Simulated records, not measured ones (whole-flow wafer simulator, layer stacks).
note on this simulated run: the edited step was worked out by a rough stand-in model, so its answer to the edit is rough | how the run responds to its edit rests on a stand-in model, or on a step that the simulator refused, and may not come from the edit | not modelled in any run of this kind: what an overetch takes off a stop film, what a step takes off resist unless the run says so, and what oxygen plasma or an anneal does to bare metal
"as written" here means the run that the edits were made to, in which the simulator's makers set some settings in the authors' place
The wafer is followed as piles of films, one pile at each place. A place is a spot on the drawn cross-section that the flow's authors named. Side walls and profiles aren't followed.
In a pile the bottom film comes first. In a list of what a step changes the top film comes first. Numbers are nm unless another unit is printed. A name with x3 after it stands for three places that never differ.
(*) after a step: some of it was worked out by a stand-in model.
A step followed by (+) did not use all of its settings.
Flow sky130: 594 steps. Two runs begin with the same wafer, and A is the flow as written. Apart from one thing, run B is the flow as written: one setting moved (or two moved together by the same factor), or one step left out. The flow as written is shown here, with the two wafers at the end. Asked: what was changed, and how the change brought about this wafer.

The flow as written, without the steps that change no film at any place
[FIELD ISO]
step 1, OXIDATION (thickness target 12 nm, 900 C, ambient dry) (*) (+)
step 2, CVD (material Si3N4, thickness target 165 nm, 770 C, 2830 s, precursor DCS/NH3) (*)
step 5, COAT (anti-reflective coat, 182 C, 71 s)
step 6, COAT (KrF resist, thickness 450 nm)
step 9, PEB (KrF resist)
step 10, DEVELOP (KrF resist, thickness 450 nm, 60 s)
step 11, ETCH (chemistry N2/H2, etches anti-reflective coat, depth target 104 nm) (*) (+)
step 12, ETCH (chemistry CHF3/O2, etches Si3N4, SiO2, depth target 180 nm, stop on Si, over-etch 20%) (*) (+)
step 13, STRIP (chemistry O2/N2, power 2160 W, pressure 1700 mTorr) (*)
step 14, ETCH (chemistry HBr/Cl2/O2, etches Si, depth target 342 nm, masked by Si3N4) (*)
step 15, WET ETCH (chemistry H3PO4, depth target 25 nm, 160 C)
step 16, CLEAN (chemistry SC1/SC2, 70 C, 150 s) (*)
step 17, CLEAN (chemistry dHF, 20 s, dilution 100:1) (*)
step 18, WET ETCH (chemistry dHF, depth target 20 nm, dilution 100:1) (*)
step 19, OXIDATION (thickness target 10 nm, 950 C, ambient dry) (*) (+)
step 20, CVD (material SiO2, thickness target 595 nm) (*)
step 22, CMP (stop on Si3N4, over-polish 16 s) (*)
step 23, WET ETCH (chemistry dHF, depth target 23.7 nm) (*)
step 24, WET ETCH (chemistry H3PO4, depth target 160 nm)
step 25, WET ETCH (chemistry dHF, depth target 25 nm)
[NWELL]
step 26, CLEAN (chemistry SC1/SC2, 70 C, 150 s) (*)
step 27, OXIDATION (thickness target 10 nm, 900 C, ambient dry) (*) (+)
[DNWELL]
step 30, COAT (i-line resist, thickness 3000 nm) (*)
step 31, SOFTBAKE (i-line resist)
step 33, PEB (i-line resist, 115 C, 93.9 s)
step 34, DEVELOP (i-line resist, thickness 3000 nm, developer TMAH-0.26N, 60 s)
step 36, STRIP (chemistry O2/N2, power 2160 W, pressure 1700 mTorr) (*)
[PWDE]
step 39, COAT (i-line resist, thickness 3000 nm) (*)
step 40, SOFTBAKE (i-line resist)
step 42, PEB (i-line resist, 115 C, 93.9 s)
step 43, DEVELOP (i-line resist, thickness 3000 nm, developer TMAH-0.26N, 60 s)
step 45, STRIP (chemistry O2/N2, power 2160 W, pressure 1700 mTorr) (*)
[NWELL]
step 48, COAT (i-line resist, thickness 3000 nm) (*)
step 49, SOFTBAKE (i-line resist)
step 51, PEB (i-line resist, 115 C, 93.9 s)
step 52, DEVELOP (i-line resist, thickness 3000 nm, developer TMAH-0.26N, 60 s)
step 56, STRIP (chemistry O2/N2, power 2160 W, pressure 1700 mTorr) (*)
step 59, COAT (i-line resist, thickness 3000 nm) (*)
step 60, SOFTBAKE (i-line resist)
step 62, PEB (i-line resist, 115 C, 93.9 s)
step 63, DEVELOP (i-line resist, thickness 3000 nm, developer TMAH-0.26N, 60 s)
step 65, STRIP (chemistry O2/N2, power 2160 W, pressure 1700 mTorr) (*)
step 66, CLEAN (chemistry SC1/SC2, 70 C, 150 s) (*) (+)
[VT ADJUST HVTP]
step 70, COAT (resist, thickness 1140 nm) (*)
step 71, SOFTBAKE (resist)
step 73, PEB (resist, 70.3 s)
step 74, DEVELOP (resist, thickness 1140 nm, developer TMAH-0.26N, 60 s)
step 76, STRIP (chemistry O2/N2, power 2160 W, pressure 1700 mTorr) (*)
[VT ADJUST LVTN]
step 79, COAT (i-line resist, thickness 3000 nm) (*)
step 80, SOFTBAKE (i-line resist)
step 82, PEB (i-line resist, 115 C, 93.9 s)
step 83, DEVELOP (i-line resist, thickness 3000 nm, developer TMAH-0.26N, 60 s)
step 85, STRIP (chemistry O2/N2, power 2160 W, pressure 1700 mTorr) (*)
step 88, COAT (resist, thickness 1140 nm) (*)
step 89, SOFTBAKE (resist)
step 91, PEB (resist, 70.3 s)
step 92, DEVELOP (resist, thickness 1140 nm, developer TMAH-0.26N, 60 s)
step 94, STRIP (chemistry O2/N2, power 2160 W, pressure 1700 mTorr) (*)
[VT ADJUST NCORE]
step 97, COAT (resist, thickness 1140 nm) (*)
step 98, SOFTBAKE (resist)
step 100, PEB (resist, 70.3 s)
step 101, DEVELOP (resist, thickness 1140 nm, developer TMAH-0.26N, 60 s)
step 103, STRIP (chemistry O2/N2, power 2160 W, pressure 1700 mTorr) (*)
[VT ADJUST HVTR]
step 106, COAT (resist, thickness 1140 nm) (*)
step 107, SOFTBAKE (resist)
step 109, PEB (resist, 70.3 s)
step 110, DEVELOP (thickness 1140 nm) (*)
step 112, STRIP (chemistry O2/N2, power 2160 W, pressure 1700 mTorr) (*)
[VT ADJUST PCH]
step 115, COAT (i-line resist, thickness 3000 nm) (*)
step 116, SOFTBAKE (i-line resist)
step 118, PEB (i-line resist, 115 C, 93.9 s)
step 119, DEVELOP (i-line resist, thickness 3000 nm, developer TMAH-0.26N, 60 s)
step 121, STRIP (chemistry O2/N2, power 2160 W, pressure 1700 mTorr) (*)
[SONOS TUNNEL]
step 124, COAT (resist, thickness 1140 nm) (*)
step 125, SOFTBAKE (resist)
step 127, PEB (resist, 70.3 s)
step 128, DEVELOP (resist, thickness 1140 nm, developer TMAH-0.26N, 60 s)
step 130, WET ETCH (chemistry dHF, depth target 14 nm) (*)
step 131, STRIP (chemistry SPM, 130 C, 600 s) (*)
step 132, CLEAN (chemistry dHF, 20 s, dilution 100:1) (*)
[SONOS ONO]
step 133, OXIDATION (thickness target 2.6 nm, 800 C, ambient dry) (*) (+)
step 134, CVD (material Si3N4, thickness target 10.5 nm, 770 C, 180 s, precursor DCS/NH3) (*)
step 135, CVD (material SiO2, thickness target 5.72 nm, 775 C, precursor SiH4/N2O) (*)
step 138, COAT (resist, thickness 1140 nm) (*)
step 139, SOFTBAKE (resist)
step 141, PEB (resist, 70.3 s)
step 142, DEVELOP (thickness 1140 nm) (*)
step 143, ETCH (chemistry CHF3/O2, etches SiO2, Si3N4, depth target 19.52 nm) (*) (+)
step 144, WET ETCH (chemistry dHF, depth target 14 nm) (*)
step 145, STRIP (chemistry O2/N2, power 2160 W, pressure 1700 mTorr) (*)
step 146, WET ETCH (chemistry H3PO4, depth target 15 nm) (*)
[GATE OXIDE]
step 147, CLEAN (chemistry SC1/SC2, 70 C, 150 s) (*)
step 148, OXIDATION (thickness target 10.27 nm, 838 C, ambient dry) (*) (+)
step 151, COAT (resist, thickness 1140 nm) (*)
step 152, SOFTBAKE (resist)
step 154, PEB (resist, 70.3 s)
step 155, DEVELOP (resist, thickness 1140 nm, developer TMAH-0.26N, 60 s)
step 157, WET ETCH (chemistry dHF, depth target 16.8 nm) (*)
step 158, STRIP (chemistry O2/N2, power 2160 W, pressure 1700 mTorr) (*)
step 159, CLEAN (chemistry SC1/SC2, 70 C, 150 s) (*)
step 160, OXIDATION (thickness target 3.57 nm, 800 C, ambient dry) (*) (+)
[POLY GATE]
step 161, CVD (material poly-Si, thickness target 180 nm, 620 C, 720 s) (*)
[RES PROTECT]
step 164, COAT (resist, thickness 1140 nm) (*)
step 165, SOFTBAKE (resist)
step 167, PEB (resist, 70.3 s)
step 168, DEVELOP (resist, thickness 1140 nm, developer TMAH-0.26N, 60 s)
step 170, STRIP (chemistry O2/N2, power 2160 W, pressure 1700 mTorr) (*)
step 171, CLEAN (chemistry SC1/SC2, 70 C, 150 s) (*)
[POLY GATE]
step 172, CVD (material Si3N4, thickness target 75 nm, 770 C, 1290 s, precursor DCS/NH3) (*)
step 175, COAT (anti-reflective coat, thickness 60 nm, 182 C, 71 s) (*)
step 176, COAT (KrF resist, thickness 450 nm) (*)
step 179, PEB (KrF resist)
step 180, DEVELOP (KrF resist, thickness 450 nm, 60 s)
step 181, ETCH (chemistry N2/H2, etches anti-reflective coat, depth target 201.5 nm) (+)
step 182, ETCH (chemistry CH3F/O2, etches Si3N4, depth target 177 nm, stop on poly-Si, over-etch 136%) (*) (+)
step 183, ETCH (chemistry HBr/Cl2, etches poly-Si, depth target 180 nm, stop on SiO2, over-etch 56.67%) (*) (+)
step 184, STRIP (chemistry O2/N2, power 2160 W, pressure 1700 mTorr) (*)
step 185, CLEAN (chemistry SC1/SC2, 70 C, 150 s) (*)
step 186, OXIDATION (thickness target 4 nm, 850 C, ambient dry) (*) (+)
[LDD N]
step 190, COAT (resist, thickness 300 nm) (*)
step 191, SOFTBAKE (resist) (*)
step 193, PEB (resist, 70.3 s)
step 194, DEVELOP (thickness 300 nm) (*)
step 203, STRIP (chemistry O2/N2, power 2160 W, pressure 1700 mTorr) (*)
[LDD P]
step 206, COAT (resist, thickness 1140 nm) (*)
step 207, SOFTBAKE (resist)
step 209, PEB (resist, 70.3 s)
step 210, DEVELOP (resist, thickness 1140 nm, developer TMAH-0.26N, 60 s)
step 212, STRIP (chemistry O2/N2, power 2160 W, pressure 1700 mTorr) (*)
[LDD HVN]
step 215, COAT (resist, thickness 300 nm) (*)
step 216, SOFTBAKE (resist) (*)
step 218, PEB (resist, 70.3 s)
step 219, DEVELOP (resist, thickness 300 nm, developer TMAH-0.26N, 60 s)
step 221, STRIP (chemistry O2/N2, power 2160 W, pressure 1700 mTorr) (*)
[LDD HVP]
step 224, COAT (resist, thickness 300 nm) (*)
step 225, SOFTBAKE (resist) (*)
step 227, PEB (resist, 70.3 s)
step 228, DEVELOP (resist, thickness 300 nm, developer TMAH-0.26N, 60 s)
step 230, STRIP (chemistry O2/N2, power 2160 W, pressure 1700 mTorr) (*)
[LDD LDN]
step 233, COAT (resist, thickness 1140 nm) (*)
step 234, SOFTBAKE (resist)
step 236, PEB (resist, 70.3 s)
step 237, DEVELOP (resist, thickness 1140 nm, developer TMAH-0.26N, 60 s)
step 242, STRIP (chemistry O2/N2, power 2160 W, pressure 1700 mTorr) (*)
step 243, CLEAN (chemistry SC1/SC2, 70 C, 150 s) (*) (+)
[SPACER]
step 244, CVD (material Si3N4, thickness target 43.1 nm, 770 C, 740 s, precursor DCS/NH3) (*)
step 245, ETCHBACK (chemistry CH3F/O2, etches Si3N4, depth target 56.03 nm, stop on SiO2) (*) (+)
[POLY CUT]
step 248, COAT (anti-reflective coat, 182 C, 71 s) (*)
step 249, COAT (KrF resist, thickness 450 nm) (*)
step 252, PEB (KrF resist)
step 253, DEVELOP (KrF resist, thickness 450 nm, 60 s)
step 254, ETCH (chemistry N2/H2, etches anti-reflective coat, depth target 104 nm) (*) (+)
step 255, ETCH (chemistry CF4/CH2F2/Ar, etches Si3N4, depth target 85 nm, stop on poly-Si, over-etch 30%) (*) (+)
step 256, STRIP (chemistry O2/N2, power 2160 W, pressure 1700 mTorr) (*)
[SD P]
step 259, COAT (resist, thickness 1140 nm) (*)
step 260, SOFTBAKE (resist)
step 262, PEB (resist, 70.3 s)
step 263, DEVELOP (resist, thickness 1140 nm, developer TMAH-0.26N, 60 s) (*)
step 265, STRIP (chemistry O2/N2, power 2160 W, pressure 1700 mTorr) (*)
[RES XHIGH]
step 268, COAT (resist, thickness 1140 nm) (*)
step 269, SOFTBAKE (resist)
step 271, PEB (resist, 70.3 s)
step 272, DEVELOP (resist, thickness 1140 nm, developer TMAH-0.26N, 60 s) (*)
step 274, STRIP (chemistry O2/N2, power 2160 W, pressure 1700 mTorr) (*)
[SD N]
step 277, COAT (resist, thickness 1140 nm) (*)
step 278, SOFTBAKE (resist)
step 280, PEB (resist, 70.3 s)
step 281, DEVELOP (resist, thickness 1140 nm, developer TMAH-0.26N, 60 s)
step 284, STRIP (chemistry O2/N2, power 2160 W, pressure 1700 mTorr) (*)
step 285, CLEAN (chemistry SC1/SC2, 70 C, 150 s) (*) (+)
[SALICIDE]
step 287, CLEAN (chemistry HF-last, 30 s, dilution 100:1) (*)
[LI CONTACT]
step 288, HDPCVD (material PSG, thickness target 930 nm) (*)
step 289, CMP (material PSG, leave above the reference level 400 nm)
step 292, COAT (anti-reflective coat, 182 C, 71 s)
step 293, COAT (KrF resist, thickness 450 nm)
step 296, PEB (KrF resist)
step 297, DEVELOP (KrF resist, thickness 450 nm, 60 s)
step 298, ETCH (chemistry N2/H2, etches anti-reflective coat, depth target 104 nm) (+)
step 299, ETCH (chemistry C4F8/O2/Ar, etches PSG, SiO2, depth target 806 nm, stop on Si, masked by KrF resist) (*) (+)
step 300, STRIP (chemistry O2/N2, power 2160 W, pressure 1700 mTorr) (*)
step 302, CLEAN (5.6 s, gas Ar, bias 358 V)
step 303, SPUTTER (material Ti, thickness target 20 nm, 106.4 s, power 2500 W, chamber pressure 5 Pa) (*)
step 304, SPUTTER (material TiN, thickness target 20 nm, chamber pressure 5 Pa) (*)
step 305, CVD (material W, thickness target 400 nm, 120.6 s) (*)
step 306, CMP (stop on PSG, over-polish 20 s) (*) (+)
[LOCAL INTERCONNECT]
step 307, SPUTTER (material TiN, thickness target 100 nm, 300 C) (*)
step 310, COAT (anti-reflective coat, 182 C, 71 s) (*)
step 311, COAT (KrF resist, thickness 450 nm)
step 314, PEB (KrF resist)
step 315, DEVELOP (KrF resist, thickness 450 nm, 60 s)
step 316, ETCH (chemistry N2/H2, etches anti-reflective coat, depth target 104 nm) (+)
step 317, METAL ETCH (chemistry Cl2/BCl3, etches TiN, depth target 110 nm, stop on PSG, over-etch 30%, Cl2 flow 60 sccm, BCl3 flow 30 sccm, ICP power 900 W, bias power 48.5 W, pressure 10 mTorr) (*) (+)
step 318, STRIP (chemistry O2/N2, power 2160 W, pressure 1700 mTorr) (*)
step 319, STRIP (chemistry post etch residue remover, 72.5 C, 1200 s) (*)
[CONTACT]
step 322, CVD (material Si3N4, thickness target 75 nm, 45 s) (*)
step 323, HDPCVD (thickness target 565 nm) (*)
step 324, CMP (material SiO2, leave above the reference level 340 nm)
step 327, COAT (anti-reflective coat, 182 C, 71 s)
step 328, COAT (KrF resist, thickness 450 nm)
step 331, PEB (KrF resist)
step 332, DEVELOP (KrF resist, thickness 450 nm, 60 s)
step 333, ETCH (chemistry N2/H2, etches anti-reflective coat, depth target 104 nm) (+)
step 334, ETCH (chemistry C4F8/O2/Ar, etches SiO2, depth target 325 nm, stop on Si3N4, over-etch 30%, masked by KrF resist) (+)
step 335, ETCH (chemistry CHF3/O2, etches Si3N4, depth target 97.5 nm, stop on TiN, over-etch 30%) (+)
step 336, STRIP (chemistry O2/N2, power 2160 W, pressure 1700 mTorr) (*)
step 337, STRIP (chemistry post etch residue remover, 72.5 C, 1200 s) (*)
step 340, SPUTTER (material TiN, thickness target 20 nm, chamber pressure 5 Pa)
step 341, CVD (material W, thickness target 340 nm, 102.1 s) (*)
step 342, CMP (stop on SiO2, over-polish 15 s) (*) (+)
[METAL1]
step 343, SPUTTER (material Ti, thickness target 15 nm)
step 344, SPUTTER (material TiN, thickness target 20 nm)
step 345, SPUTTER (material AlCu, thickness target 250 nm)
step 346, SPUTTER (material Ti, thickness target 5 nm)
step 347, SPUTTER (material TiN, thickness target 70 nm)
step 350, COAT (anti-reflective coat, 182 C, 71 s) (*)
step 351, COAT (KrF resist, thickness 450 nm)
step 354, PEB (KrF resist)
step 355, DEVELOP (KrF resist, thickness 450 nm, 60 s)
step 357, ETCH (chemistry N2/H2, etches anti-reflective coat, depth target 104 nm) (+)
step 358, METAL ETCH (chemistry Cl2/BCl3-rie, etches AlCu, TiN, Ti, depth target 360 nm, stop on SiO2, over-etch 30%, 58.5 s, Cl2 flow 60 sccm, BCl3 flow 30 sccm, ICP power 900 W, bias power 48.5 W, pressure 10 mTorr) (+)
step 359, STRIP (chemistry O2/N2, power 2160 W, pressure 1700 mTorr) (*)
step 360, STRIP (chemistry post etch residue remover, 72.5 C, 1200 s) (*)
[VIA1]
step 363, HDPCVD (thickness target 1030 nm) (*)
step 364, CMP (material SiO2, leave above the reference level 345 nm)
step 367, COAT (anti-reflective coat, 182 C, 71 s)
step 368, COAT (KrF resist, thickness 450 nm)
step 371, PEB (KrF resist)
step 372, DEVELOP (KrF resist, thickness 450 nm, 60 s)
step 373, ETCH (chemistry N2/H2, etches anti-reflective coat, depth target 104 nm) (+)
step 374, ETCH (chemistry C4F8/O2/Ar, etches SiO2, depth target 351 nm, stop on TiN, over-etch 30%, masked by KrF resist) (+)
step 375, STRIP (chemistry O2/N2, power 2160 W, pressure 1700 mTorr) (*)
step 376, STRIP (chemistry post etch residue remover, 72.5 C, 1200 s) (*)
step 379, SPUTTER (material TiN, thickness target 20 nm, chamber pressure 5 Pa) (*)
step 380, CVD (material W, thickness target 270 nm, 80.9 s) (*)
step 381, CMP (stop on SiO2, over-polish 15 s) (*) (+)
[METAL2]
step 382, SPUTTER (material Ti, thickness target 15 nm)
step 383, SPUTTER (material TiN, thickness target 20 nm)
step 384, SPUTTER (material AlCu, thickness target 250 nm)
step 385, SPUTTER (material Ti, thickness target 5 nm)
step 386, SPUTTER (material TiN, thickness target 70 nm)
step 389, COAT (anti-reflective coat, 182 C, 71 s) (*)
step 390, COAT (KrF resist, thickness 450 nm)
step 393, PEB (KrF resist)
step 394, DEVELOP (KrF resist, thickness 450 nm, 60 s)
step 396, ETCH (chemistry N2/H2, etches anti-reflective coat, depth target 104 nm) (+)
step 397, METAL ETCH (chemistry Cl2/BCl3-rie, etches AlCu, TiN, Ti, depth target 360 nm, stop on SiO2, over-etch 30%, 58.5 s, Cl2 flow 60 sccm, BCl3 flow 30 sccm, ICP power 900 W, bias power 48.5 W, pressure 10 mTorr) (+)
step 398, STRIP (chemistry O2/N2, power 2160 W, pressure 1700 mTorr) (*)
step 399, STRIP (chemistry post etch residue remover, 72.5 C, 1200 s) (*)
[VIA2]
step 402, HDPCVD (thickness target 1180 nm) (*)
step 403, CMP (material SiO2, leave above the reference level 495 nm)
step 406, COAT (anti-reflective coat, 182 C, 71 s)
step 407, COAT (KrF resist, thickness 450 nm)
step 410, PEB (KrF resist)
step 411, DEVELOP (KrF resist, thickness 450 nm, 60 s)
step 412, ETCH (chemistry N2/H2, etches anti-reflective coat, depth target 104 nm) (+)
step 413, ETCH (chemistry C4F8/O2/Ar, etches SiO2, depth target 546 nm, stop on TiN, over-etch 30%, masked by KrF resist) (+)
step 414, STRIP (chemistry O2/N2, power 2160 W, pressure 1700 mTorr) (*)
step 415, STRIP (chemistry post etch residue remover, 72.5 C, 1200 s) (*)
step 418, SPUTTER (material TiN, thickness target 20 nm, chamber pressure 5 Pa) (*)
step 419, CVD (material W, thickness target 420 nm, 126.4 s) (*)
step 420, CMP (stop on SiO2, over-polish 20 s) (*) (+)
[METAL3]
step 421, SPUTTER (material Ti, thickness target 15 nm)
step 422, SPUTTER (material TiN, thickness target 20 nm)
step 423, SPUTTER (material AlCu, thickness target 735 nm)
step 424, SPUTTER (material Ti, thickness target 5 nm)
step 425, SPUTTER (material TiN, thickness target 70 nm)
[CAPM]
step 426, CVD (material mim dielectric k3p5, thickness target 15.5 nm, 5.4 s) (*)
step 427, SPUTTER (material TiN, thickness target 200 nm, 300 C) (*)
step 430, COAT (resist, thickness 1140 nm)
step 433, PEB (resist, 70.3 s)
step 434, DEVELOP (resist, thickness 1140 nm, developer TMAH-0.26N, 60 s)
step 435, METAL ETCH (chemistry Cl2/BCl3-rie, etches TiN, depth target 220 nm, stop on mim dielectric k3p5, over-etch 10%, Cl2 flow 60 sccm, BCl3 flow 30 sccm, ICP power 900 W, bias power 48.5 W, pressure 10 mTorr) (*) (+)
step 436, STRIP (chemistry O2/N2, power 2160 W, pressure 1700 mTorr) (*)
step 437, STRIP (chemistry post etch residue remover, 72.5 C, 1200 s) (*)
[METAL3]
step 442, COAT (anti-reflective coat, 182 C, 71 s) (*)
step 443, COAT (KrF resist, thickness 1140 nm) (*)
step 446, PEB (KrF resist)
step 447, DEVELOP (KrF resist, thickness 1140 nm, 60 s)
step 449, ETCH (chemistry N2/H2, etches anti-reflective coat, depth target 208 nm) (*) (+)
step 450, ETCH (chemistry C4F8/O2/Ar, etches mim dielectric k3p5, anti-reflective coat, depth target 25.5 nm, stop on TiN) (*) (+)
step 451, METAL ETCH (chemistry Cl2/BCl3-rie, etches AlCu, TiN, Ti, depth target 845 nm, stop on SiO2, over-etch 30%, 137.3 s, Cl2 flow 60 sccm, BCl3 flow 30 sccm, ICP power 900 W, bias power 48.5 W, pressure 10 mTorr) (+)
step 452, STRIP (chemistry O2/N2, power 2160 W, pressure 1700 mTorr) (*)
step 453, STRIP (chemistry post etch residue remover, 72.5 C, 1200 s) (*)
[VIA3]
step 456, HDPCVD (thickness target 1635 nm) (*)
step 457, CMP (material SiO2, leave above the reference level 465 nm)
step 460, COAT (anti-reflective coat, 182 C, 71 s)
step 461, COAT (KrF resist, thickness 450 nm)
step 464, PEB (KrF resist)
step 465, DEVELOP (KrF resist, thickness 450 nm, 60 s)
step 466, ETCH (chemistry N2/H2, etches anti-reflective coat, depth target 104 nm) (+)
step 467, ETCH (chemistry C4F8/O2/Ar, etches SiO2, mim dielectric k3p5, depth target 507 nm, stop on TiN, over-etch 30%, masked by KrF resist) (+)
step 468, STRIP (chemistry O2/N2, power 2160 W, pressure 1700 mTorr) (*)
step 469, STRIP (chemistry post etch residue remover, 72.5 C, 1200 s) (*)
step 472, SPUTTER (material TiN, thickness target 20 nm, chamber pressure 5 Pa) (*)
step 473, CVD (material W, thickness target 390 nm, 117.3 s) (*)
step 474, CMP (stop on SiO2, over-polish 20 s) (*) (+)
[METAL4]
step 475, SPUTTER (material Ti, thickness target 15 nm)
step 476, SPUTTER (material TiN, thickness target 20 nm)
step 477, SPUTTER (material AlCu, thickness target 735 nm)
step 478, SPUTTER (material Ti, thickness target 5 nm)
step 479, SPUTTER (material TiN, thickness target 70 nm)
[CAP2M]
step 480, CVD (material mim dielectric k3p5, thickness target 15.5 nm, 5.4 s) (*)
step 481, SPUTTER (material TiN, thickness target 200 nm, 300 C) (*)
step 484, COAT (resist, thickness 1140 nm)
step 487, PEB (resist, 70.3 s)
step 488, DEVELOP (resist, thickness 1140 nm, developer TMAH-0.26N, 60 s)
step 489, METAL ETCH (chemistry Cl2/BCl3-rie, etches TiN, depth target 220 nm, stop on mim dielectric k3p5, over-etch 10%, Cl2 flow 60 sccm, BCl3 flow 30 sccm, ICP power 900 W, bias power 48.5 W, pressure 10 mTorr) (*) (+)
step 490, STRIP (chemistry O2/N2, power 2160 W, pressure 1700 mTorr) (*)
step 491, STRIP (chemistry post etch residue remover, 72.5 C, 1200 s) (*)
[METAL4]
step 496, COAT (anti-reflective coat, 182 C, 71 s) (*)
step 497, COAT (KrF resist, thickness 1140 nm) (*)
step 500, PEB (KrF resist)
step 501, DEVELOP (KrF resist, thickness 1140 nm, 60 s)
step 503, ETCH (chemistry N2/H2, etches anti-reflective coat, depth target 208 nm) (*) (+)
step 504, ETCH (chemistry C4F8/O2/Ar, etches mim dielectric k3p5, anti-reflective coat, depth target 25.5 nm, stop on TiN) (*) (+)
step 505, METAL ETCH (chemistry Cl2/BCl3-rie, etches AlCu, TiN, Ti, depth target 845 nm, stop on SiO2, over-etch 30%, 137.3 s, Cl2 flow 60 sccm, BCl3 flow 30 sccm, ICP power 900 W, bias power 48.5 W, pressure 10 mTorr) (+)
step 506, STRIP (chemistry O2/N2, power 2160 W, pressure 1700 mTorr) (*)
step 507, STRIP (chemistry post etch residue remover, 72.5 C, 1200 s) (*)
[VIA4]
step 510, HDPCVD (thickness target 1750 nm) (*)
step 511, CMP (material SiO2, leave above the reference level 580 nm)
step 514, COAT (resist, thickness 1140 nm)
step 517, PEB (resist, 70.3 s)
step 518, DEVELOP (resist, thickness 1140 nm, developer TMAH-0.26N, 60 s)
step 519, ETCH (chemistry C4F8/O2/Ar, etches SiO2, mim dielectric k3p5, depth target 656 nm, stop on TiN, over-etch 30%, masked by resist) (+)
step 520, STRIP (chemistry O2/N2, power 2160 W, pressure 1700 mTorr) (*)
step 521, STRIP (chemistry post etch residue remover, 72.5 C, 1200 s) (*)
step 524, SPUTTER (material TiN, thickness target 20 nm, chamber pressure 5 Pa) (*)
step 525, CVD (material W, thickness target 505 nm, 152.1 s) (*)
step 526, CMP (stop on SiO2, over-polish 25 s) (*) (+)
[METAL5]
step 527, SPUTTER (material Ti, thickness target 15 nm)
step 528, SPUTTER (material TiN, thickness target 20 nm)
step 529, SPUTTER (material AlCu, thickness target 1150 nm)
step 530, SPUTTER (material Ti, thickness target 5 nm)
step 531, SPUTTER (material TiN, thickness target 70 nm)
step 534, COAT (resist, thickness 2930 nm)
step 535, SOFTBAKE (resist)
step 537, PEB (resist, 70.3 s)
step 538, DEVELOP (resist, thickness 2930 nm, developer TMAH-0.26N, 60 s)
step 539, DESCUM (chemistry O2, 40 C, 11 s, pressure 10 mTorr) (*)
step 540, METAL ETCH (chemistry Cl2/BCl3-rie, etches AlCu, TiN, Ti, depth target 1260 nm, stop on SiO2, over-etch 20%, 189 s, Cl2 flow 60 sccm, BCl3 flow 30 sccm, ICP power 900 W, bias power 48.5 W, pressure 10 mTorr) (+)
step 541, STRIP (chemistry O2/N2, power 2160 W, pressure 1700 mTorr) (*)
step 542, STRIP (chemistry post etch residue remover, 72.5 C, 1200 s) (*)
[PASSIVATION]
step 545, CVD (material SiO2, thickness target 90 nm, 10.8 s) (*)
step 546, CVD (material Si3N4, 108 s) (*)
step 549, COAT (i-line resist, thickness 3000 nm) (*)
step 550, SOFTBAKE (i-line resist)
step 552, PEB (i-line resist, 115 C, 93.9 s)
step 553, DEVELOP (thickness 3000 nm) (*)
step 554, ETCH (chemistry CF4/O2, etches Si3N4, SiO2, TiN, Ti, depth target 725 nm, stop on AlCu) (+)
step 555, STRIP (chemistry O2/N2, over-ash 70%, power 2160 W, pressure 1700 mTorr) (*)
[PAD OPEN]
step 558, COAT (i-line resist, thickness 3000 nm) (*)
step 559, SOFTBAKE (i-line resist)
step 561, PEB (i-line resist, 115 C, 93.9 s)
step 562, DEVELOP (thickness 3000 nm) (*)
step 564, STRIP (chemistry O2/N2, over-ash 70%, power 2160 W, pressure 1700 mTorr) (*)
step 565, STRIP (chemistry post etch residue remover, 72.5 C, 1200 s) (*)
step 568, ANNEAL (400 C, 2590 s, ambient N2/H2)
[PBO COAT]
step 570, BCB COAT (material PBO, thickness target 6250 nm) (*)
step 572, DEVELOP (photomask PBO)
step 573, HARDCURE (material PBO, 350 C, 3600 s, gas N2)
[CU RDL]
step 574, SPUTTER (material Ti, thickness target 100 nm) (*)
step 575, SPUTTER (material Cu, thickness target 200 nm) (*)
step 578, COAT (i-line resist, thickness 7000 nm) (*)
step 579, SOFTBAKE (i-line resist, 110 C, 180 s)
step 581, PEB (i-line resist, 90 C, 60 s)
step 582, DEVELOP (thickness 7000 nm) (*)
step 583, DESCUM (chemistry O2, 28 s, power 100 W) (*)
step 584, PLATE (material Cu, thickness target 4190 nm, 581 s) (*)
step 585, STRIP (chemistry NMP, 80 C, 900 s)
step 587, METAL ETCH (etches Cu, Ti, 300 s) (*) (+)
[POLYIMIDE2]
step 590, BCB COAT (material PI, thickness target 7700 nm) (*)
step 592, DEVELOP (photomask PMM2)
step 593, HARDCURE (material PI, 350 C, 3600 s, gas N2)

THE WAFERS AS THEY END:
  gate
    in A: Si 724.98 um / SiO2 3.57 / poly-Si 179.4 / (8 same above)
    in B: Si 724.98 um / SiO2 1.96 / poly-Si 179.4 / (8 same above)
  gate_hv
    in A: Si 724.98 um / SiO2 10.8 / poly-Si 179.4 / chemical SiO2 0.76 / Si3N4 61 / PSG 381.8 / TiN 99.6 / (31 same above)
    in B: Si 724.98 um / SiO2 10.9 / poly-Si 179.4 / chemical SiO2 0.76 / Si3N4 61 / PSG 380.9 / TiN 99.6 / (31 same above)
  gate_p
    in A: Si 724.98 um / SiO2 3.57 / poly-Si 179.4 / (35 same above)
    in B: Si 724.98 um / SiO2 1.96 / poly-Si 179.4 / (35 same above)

What caused this: step 160, OXIDATION: thickness target 1.96 nm was run, whereas the flow has thickness target 3.57 nm.
One can read it off the wafer: gate has SiO2 1.96, and step 160 as written asks for 3.57 nm.

How this came from the change, step by step:
  step 160, OXIDATION (thickness target 3.57 nm, 800 C, ambient dry) (*) (+)
      active, n_well, p_well and 58 more: A +3.57 SiO2 (new film), -0.76 chemical SiO2 (all of it), -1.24 Si | B +1.96 SiO2 (new film), -0.76 chemical SiO2 (all of it), -0.53 Si
  step 186, OXIDATION (thickness target 4 nm, 850 C, ambient dry) (*) (+)
      active, p_well, spacer and 26 more: A +1.55 SiO2, -0.68 Si | B +2.94 SiO2, -1.29 Si
      ndiff_dn: A +1.52 SiO2, -0.67 Si | B +2.71 SiO2, -1.19 Si
  step 248, COAT (anti-reflective coat, 182 C, 71 s) (*)
      m1: A +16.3 anti-reflective coat (new film) | B +15.7 anti-reflective coat (new film)
  step 256, STRIP (chemistry O2/N2, power 2160 W, pressure 1700 mTorr) (*)
      m1: A -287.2 KrF resist (all of it), -16.3 anti-reflective coat (all of it) | B -287.4 KrF resist (all of it), -15.7 anti-reflective coat (all of it)
  step 306, CMP (stop on PSG, over-polish 20 s) (*) (+)
      poly_licon: A -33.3 W | B -34.2 W
